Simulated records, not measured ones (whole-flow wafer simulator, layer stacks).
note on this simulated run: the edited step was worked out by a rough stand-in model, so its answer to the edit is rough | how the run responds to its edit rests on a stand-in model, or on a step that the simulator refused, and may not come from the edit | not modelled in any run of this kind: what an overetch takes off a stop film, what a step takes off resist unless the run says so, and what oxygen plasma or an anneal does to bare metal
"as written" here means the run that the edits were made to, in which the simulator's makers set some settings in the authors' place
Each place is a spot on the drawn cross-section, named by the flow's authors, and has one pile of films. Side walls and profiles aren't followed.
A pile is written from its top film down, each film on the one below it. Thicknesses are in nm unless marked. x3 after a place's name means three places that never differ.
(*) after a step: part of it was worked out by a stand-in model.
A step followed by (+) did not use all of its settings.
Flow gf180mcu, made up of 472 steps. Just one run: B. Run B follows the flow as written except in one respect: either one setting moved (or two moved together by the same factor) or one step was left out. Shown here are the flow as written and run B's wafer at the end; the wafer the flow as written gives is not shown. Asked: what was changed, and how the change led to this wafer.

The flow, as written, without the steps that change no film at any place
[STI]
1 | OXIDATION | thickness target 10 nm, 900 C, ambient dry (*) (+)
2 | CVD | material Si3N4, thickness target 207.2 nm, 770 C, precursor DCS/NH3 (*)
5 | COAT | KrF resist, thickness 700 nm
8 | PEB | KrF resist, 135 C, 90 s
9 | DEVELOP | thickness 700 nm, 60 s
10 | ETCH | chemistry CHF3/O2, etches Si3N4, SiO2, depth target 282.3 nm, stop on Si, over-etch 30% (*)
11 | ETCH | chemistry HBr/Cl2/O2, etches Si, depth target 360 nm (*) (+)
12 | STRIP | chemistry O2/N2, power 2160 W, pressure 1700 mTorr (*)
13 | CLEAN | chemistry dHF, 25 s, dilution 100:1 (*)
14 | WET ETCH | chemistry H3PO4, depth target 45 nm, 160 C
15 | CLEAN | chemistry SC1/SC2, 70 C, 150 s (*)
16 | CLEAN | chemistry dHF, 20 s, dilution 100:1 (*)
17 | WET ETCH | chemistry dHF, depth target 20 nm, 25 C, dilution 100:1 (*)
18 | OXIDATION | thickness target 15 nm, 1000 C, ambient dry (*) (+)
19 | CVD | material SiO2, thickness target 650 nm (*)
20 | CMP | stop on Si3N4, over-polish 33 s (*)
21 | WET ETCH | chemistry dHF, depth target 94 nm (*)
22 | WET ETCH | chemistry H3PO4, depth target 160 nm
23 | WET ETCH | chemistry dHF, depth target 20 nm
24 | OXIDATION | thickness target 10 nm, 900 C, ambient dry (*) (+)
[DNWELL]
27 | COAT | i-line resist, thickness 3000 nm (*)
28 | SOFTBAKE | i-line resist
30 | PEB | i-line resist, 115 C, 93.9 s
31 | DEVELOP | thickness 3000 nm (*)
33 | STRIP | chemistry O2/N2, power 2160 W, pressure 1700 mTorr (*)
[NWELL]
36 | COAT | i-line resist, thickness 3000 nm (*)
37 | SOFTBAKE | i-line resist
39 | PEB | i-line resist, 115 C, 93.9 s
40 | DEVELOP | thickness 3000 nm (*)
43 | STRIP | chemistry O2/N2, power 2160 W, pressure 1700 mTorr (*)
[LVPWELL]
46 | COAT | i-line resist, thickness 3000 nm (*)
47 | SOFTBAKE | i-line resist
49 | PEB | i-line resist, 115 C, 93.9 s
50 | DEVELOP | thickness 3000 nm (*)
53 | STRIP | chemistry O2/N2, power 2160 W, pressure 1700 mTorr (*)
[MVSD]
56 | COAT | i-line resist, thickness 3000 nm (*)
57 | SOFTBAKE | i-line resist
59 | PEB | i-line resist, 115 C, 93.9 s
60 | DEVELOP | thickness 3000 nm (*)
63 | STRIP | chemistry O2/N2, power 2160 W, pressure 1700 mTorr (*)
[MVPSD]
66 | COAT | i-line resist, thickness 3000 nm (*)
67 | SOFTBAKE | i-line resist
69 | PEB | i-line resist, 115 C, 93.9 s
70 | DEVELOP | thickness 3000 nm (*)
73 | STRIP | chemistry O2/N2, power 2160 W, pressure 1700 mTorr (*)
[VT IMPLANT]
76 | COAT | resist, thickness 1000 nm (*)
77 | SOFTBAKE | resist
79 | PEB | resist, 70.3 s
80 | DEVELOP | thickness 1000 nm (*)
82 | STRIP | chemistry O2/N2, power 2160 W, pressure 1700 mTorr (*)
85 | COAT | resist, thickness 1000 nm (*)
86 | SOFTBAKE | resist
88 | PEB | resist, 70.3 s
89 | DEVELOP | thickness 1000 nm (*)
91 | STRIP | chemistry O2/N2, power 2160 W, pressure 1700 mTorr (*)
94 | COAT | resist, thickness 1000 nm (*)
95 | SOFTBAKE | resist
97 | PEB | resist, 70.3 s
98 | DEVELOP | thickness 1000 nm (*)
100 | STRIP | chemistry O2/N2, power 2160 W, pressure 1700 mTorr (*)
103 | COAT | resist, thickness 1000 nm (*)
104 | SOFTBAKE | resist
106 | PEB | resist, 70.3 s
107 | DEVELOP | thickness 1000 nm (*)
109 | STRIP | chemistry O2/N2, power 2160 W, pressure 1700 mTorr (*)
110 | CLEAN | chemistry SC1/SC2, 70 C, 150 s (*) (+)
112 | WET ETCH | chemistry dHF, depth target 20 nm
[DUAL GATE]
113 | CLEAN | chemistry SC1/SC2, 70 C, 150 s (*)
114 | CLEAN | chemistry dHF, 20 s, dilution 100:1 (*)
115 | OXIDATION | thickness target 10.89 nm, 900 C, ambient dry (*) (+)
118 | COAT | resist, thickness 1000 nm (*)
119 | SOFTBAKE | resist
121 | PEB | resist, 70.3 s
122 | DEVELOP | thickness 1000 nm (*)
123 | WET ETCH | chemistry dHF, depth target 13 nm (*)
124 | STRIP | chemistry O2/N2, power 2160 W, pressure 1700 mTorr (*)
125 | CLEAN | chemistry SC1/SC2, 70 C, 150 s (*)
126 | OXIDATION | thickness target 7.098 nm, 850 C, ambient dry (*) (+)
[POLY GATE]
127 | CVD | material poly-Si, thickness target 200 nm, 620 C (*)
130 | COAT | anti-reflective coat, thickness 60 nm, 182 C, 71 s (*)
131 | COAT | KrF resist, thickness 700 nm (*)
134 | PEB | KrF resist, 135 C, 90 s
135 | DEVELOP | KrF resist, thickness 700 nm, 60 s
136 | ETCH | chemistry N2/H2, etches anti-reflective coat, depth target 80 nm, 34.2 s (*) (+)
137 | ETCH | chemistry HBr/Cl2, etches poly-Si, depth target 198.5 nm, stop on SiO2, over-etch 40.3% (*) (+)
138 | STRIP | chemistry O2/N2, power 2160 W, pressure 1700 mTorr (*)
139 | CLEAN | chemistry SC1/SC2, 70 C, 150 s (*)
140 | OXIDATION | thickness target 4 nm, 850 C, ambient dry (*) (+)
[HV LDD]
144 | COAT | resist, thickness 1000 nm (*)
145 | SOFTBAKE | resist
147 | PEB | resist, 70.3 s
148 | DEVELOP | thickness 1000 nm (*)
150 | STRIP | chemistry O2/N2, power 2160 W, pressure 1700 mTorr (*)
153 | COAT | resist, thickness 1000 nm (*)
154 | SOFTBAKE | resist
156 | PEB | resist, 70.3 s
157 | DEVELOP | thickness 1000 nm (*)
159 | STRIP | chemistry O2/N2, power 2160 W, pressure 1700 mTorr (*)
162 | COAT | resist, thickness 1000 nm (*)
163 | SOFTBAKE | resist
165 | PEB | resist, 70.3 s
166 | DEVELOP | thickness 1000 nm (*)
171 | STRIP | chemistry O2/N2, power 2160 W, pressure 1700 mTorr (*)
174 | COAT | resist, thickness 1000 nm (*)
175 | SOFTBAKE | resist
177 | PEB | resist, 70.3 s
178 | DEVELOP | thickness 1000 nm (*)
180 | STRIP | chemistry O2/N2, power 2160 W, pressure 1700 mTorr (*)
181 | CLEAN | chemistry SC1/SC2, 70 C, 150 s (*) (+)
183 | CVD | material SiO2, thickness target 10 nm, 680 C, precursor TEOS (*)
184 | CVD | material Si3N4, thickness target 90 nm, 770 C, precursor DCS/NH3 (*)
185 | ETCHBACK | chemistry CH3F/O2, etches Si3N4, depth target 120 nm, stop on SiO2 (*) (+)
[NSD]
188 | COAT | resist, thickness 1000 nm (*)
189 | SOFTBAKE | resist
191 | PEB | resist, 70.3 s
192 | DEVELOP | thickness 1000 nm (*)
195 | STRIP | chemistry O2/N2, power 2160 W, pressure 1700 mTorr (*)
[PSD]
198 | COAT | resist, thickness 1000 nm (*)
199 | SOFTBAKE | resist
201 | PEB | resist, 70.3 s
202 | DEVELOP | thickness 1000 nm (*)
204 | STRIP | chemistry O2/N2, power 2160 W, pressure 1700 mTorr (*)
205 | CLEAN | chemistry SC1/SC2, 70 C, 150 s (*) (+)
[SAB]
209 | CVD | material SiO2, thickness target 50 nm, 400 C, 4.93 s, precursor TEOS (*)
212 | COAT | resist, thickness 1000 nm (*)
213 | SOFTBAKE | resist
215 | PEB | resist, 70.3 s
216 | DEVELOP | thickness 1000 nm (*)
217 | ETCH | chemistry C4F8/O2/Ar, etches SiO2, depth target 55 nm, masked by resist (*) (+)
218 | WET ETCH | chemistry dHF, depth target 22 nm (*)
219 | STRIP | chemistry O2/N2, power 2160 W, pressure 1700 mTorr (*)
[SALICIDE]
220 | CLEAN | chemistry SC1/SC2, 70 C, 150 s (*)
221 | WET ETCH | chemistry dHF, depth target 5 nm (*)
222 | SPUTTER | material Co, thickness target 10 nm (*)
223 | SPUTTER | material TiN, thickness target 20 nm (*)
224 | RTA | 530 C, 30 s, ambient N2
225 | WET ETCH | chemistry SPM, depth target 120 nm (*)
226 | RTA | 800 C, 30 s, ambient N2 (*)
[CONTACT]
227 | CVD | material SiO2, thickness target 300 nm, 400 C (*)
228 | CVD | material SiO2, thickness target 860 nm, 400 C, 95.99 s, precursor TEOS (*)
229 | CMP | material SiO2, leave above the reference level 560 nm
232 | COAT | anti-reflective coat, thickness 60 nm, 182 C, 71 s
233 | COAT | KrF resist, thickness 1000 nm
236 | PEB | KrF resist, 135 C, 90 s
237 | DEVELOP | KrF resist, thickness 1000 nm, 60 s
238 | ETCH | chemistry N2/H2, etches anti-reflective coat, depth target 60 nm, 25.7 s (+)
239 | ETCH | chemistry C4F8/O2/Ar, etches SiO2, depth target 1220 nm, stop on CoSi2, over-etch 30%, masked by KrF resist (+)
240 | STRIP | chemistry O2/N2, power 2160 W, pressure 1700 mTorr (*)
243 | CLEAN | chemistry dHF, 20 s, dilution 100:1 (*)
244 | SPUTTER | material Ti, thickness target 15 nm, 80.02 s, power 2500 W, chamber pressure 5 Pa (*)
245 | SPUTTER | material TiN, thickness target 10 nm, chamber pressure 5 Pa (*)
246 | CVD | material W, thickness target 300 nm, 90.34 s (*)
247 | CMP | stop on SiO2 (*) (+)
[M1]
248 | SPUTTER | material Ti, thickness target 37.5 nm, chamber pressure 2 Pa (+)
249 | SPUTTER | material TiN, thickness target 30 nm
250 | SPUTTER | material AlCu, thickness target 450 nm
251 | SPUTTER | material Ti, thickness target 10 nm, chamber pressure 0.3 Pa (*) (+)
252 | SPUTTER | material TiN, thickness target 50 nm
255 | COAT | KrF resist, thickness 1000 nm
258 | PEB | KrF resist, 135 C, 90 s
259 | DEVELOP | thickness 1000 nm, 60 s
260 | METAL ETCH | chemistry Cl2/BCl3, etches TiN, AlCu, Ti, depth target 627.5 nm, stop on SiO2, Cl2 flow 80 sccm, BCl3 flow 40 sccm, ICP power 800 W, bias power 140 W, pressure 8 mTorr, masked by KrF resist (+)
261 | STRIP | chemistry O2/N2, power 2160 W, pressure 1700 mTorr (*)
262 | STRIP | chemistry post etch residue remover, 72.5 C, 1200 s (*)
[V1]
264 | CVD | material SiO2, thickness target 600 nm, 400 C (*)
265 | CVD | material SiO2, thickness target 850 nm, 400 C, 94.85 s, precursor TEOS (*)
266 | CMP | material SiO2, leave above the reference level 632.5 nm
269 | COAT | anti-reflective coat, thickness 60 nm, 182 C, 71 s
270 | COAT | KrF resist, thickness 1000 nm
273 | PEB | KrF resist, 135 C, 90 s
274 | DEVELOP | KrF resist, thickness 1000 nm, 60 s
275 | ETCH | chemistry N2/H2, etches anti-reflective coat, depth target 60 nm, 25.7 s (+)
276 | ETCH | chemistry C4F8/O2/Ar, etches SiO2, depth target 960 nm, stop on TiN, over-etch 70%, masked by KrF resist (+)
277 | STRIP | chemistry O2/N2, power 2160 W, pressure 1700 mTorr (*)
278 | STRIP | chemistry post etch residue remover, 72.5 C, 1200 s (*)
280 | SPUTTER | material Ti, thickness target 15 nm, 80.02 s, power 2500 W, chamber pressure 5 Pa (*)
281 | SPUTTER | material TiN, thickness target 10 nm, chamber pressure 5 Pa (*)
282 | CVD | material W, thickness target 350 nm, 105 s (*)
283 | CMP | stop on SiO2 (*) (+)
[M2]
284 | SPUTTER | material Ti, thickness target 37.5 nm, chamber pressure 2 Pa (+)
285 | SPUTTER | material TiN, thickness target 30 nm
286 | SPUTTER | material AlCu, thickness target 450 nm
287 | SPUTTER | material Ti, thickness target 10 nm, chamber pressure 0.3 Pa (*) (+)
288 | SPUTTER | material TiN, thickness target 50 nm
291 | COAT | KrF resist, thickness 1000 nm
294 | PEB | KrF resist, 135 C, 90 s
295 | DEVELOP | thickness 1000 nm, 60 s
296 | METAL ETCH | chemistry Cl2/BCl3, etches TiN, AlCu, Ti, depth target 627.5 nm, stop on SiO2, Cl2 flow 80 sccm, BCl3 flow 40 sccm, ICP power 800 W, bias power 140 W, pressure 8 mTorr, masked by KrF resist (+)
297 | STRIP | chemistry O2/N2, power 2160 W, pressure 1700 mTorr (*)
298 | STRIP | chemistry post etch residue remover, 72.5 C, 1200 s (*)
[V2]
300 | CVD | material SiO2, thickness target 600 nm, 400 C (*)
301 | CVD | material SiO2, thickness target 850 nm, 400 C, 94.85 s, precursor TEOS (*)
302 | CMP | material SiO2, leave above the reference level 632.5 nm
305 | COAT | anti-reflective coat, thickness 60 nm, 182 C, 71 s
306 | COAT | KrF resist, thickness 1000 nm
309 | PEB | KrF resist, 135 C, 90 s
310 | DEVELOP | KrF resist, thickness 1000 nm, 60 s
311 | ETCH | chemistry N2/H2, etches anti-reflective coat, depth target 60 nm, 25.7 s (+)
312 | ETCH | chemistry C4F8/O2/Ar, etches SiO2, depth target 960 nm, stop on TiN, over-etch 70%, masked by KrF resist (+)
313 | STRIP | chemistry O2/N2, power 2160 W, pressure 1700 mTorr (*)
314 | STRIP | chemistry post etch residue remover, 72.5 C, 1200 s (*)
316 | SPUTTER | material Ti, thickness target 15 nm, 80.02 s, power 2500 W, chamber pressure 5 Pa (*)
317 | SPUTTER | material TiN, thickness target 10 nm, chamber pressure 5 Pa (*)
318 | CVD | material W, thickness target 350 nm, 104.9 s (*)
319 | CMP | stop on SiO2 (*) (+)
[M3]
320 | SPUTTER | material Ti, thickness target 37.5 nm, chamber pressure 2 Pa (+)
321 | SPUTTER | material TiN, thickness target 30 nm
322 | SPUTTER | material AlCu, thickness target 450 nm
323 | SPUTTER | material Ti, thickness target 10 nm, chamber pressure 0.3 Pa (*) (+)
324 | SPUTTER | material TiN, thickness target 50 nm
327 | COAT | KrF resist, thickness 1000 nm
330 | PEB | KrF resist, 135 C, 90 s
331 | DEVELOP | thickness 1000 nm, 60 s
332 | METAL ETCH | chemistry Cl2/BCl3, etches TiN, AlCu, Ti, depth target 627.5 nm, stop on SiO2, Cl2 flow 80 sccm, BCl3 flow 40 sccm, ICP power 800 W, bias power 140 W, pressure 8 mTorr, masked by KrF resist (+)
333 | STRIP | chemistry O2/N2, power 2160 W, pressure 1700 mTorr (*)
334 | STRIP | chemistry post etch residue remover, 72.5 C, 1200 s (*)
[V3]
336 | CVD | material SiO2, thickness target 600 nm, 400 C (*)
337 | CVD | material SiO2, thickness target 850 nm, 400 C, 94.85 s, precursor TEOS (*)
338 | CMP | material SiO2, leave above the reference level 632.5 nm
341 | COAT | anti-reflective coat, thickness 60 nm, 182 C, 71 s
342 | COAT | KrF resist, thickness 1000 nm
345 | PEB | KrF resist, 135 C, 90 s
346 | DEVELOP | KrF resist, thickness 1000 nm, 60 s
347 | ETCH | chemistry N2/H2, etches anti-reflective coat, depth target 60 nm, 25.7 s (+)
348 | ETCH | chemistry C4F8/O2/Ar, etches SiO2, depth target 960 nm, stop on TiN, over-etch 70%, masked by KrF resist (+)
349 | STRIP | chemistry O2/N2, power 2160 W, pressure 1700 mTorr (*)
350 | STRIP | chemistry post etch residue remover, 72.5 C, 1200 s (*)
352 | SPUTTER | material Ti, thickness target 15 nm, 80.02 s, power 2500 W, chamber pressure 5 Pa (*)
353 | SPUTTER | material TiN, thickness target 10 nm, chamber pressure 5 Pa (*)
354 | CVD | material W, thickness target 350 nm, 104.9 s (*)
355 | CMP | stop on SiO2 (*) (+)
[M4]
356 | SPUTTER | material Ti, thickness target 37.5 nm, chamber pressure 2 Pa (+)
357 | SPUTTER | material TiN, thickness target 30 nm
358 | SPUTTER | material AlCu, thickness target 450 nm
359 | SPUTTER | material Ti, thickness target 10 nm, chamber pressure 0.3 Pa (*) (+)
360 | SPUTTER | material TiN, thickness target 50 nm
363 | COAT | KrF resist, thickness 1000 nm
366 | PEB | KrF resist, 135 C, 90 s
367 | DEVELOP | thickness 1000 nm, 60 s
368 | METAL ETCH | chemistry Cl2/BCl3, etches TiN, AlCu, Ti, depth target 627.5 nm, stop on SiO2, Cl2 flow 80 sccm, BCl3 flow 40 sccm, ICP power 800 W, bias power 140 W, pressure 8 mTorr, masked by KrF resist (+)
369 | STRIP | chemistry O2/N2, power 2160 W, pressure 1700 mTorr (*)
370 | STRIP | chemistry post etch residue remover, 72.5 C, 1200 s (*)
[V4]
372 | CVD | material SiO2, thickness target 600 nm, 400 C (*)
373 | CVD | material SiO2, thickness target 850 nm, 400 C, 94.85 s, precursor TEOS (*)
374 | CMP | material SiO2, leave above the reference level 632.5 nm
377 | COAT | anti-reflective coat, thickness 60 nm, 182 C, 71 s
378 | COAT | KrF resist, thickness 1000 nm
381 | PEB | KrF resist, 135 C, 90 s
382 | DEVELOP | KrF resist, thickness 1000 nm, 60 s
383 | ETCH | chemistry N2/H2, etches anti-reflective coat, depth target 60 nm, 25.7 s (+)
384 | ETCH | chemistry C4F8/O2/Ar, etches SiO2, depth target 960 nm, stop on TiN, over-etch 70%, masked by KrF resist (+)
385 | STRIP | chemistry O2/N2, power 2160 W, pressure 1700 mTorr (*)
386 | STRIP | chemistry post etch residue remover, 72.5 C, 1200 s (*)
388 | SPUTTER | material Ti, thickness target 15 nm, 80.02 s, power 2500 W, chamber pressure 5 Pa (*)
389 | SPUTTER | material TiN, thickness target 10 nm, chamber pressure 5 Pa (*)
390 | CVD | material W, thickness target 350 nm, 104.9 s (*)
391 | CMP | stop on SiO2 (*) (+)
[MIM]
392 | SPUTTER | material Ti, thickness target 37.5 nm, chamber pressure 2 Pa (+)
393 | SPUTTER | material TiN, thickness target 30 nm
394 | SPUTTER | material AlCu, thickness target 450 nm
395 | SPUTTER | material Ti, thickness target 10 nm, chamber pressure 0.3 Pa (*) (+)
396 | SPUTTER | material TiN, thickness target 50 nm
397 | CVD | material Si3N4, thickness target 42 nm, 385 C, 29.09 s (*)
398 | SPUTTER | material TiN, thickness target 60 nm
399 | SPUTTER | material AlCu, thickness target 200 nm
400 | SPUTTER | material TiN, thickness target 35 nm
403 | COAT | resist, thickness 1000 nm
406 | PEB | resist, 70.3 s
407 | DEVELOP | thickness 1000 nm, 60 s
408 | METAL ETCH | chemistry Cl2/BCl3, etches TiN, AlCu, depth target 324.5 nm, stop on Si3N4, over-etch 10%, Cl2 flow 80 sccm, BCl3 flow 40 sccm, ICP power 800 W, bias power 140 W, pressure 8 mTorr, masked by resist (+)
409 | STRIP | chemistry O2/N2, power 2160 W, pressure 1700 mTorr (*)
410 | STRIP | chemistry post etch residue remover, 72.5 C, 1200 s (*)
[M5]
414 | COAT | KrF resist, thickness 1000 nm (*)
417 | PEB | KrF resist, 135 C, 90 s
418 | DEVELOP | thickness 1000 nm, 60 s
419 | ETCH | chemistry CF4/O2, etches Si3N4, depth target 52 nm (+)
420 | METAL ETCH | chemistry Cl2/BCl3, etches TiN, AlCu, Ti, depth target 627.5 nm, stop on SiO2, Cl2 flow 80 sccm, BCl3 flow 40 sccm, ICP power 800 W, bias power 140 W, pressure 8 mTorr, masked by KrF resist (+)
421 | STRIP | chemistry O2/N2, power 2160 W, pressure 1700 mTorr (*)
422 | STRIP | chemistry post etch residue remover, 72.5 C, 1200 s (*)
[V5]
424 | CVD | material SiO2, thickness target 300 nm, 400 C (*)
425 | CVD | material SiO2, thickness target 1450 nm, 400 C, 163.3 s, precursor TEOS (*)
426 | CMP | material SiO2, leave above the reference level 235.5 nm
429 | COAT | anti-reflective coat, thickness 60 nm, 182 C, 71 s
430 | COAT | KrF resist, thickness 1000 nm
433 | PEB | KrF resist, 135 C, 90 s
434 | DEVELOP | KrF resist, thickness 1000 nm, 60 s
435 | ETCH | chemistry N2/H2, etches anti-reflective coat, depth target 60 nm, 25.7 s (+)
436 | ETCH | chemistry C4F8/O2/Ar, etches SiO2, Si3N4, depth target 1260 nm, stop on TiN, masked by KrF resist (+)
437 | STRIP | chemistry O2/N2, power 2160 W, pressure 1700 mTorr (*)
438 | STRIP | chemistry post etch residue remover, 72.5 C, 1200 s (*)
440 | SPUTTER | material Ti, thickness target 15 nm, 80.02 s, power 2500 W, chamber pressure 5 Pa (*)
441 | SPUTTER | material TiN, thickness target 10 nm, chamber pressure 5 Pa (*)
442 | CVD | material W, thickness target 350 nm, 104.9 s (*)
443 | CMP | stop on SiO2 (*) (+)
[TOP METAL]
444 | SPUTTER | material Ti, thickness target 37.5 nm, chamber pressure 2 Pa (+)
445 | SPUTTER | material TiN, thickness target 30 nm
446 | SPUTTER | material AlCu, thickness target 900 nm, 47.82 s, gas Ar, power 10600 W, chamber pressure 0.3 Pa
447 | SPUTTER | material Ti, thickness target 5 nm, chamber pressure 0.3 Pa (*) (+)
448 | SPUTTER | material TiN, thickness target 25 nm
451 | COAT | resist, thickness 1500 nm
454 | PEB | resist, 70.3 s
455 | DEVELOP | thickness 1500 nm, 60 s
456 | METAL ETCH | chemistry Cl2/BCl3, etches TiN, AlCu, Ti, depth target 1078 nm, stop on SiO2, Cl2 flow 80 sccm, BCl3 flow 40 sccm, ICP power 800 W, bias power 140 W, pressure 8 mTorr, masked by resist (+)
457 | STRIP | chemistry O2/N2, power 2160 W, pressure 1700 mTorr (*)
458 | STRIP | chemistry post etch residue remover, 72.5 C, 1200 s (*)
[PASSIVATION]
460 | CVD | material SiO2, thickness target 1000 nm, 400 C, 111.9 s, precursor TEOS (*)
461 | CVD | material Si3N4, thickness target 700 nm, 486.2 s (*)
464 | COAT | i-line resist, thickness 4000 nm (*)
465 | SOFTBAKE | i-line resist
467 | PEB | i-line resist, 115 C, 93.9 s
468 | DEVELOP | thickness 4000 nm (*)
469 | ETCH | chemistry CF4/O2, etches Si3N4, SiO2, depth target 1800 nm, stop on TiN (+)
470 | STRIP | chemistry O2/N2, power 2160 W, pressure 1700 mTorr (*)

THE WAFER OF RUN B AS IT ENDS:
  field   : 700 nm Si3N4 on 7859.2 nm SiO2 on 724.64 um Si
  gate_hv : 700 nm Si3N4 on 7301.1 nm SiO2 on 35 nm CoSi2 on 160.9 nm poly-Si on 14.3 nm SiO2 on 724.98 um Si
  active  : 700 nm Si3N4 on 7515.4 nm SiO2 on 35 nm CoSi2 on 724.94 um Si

Cause: step 460, CVD: thickness target 625 nm was run, whereas the flow has thickness target 1000 nm; step 460, CVD: 69.97 s was run, where the flow has 111.9 s.

Step by step, how the change led to this:
  460 | CVD | material SiO2, thickness target 1000 nm, 400 C, 111.9 s, precursor TEOS (*)
      field, field__w1, field__w2 and 103 more: SiO2 gains 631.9 (as written it would have been: SiO2 gains 1000)
      field__w8, contact, m1, m1__w1, pad, m1_nw: SiO2 gains 631.9 (new film) (as written it would have been: SiO2 gains 1000 (new film))
  465 | SOFTBAKE | i-line resist
      gate: i-line resist loses 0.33 (as written it would have been: i-line resist gains 1.79)
      field__w11, field__w13: i-line resist gains 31 (as written it would have been: i-line resist gains 37.6)
      (and at 58 other places as well)
  469 | ETCH | chemistry CF4/O2, etches Si3N4, SiO2, depth target 1800 nm, stop on TiN (+)
      pad: Si3N4 loses 700 (all of it), SiO2 loses 631.9 (all of it) (as written it would have been: Si3N4 loses 700 (all of it), SiO2 loses 1000 (all of it))
